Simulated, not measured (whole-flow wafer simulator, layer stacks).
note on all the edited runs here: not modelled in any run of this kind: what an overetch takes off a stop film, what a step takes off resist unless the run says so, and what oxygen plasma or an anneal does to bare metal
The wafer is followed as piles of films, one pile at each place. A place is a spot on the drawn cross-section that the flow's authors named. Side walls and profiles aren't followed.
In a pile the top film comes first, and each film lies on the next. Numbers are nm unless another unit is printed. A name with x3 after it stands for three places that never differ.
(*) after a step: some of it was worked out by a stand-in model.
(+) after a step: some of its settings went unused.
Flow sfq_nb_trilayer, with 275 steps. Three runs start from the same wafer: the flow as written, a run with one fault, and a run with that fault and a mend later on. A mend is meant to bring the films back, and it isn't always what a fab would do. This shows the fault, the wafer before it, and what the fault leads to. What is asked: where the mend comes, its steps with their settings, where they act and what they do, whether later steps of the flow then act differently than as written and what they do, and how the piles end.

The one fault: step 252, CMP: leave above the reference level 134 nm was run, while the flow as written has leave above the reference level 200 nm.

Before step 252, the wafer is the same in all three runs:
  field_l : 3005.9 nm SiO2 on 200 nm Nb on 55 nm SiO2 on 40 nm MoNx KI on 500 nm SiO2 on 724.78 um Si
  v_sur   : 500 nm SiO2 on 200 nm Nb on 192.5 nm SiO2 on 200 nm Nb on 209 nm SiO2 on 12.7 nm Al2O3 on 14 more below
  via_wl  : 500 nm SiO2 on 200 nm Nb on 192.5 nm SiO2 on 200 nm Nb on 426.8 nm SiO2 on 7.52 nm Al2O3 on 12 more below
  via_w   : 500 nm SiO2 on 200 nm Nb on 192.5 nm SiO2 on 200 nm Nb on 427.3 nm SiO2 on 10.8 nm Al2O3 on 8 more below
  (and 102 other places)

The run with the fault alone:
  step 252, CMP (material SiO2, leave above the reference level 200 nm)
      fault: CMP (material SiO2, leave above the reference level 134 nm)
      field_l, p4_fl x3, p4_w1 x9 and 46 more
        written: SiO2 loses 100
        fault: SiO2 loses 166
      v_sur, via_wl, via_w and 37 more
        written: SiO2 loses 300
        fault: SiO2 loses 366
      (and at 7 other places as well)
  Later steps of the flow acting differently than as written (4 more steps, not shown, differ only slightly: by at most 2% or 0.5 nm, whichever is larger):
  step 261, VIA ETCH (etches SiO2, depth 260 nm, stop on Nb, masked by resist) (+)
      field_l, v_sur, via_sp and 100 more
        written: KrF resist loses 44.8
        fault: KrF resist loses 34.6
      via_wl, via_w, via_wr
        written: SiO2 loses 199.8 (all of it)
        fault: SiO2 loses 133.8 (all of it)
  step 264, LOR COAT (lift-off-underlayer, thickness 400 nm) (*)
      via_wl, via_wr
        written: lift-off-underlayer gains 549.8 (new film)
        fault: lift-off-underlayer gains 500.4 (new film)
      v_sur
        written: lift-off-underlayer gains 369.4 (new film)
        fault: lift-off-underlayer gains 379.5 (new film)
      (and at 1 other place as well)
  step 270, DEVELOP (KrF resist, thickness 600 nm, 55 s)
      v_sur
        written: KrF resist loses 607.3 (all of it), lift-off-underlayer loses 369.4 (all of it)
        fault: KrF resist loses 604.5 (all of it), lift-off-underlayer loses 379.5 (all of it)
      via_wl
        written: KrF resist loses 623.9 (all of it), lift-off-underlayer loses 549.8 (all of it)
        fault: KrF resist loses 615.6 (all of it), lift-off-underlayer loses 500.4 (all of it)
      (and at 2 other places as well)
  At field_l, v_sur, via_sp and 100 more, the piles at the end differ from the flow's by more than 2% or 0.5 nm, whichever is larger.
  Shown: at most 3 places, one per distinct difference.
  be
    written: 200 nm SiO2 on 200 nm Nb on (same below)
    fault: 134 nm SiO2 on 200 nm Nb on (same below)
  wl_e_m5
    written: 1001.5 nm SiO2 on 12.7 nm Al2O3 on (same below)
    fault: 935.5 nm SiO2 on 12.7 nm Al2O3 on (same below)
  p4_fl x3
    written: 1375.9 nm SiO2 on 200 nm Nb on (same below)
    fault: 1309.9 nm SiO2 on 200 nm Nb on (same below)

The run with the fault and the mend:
  The mend follows step 259.
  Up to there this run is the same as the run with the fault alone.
  step 259a, STRIP (over-ash 65%, gas O2, power 200 W) (*)
      field_l, v_sur, via_sp and 100 more
        KrF resist loses 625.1 (all of it), anti-reflective coat loses 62 (all of it)
      via_wl, via_w, via_wr
        anti-reflective coat loses 62 (all of it)
  step 259b, PECVD (material SiO2, thickness 66 nm, 150 C, 14.67 s, RF power 183.3 W, pressure 2.4 Torr, precursor SiH4/N2O) (the flow's step 251, run once more with other settings)
      field_l, v_sur, via_wl and 103 more
        SiO2 gains 66
  step 259c, COAT (anti-reflective coat, thickness 62 nm) (the flow's step 254, run once more)
      field_l, v_sur, via_wl and 103 more
        anti-reflective coat gains 62 (new film)
  step 259d, COAT (KrF resist, thickness 650 nm) (the flow's step 255, run once more)
      field_l, v_sur, via_wl and 103 more
        KrF resist gains 650 (new film)
  step 259e, SOFTBAKE (KrF resist) (the flow's step 256, run once more)
      alters no film at any place that is followed
  step 259f, EXPOSE (photomask I7, dose 11.93 mJ/cm2, NA 0.6, wavelength 248 nm) (*) (the flow's step 257, run once more)
      alters no film at any place that is followed
  step 259g, PEB (KrF resist, 90 s) (the flow's step 258, run once more)
      field_l, v_sur, via_wl and 103 more
        KrF resist loses 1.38
  step 259h, DEVELOP (KrF resist, thickness 650 nm, 60 s) (the flow's step 259, run once more)
      field_l, v_sur, via_sp and 100 more
        KrF resist loses 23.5
      via_wl, via_w, via_wr
        KrF resist loses 648.6 (all of it)
  Every later step of the flow that is run acts as written at every place that is followed.
  The piles end the same as the flow's at every place that both follow.
